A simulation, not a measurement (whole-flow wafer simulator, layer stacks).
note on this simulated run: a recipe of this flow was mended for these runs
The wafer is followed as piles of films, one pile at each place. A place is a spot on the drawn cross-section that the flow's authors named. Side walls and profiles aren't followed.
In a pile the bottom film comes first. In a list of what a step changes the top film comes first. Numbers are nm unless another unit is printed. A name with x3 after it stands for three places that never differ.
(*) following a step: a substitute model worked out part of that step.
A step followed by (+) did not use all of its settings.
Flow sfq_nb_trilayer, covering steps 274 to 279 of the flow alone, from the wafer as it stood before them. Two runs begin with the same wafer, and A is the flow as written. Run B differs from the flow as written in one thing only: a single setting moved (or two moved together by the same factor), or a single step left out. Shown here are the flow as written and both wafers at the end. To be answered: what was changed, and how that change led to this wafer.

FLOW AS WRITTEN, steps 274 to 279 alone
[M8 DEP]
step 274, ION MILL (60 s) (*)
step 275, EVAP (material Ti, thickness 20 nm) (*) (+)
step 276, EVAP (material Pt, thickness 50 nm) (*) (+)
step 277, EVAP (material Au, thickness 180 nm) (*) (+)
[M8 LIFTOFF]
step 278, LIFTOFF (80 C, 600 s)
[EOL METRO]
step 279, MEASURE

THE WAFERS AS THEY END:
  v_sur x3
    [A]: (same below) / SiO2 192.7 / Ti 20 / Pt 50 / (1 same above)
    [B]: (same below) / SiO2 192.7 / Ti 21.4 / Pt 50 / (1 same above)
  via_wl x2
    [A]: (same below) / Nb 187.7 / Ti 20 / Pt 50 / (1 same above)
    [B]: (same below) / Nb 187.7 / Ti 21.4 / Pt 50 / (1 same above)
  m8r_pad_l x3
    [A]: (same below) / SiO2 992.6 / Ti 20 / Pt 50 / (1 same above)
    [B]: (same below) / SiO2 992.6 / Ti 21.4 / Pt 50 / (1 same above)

What caused this: step 275, EVAP: thickness 21.4 nm was run, though the flow has thickness 20 nm.
One can read it off the wafer: v_sur x3 has Ti 21.4, and step 275 as written asks for 20 nm.

How this came from the change, step by step:
  step 275, EVAP (material Ti, thickness 20 nm) (*) (+)
      field_l, v_sur x3, via_wl x2 and 100 more: A +20 Ti (new film) | B +21.4 Ti (new film)
  step 278, LIFTOFF (80 C, 600 s)
      p4_fl x5, p4_w1 x9, p3_s0 x11 and 49 more: A -180 Au (all of it), -50 Pt (all of it), -20 Ti (all of it), -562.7 KrF-resist-other-grade (all of it), -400 lift-off-underlayer (all of it) | B -180 Au (all of it), -50 Pt (all of it), -21.4 Ti (all of it), -562.7 KrF-resist-other-grade (all of it), -400 lift-off-underlayer (all of it)
      r_sur, res, r_end: A -180 Au (all of it), -50 Pt (all of it), -20 Ti (all of it), -559.9 KrF-resist-other-grade (all of it), -399.5 lift-off-underlayer (all of it) | B -180 Au (all of it), -50 Pt (all of it), -21.4 Ti (all of it), -559.9 KrF-resist-other-grade (all of it), -399.5 lift-off-underlayer (all of it)
      (and at 18 other places as well)
